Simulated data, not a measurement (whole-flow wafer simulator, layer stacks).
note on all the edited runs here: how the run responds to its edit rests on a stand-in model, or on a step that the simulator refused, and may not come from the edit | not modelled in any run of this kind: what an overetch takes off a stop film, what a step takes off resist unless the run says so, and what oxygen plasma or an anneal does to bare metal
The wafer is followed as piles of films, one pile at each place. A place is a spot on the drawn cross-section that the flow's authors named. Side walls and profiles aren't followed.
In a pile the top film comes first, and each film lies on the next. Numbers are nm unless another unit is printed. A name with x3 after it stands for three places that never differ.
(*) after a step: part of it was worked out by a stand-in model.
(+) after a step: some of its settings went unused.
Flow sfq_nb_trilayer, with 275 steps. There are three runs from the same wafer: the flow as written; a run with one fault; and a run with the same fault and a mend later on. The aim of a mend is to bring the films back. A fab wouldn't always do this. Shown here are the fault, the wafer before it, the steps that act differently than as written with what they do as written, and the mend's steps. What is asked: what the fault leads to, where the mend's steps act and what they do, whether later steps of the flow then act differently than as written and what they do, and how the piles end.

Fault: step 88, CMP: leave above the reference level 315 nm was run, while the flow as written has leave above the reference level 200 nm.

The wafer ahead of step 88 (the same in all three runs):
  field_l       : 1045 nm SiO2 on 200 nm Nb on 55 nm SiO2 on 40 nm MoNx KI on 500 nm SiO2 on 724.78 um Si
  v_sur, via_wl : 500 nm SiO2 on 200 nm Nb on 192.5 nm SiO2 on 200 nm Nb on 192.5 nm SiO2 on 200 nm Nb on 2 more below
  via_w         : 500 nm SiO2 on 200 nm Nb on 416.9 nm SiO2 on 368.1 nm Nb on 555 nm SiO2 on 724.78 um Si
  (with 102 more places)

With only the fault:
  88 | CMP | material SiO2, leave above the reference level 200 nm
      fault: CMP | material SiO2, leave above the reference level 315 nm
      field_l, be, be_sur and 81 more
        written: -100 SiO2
        fault: nothing
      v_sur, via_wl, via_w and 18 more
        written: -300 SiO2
        fault: -185 SiO2
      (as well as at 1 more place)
  Later steps of the flow acting differently than as written (6 more steps, not shown, differ only slightly: by at most 2% or 0.5 nm, whichever is larger):
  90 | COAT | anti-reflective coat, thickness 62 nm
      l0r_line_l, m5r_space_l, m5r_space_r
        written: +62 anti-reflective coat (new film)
        fault: +63.3 anti-reflective coat (new film)
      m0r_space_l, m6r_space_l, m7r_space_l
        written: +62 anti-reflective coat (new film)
        fault: +64.1 anti-reflective coat (new film)
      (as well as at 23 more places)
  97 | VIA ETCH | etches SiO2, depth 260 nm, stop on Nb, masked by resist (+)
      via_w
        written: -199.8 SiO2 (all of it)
        fault: -260 SiO2
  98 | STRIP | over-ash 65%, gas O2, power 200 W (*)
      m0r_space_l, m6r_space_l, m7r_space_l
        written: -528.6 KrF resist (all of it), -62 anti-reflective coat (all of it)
        fault: -531.1 KrF resist (all of it), -64.1 anti-reflective coat (all of it)
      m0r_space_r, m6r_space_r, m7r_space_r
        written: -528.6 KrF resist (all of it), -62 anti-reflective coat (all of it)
        fault: -531 KrF resist (all of it), -64.2 anti-reflective coat (all of it)
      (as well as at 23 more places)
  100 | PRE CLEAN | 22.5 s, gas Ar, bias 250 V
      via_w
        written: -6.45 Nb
        fault: -7.5 SiO2
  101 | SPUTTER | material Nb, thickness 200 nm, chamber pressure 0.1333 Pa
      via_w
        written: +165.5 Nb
        fault: +152.6 Nb (new film)
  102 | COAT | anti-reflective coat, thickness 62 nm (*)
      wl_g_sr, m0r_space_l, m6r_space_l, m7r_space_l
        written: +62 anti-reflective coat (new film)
        fault: +64 anti-reflective coat (new film)
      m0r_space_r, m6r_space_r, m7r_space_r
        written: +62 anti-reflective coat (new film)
        fault: +63.9 anti-reflective coat (new film)
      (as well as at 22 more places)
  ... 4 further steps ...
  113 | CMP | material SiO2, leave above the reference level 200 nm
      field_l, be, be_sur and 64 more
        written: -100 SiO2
        fault: -85 SiO2
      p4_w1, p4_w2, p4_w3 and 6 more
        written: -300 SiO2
        fault: -285 SiO2
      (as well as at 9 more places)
  The piles end different from the flow's at field_l, v_sur, via_wl and 103 more by more than 2% or 0.5 nm, whichever is larger.
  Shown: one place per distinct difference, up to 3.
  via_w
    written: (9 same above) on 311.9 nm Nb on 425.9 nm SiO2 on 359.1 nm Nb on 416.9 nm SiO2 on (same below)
    fault: (9 same above) on 311.9 nm Nb on 500.1 nm SiO2 on 152.6 nm Nb on 47.3 nm SiO2 on 200 nm Nb on 416.9 nm SiO2 on (same below)
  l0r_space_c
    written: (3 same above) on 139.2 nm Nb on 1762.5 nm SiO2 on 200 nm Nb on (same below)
    fault: (3 same above) on 139.2 nm Nb on 1877.5 nm SiO2 on 200 nm Nb on (same below)
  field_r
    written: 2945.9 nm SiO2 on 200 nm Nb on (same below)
    fault: 3060.9 nm SiO2 on 200 nm Nb on (same below)

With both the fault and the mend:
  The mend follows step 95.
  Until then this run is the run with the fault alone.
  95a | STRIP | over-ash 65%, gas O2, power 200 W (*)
      m0r_line_l, m0r_line_r, m6r_line_l, m6r_line_r, m7r_line_l, m7r_line_r
        -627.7 KrF resist (all of it), -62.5 anti-reflective coat (all of it)
      r_sur, res, r_end, ln_m6, lsp_r
        -625.9 KrF resist (all of it), -62.1 anti-reflective coat (all of it)
      moat, field_r, lsp_l, ln_m5, lsp_m
        -625.8 KrF resist (all of it), -62.1 anti-reflective coat (all of it)
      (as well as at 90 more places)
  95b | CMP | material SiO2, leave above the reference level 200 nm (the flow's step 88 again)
      field_l, be, be_sur and 81 more
        -100 SiO2
      v_sur, via_wl, via_w and 19 more
        -115 SiO2
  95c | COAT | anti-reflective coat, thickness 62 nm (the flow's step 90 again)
      field_l, v_sur, via_wl and 103 more
        +62 anti-reflective coat (new film)
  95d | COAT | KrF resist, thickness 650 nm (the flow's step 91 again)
      field_l, v_sur, via_wl and 103 more
        +650 KrF resist (new film)
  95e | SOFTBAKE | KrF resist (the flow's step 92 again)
      does not change any film at any place that is followed
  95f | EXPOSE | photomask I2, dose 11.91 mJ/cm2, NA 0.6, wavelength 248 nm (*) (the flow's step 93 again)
      does not change any film at any place that is followed
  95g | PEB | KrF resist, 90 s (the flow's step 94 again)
      field_l, v_sur, via_wl and 103 more
        -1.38 KrF resist
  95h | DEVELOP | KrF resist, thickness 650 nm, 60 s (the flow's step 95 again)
      field_l, v_sur, via_wl and 102 more
        -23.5 KrF resist
      via_w
        -648.6 KrF resist (all of it)
  None of the later steps of the flow acts differently than as written at any place that is followed.
  At every place that both follow, the piles at the end match the flow's.
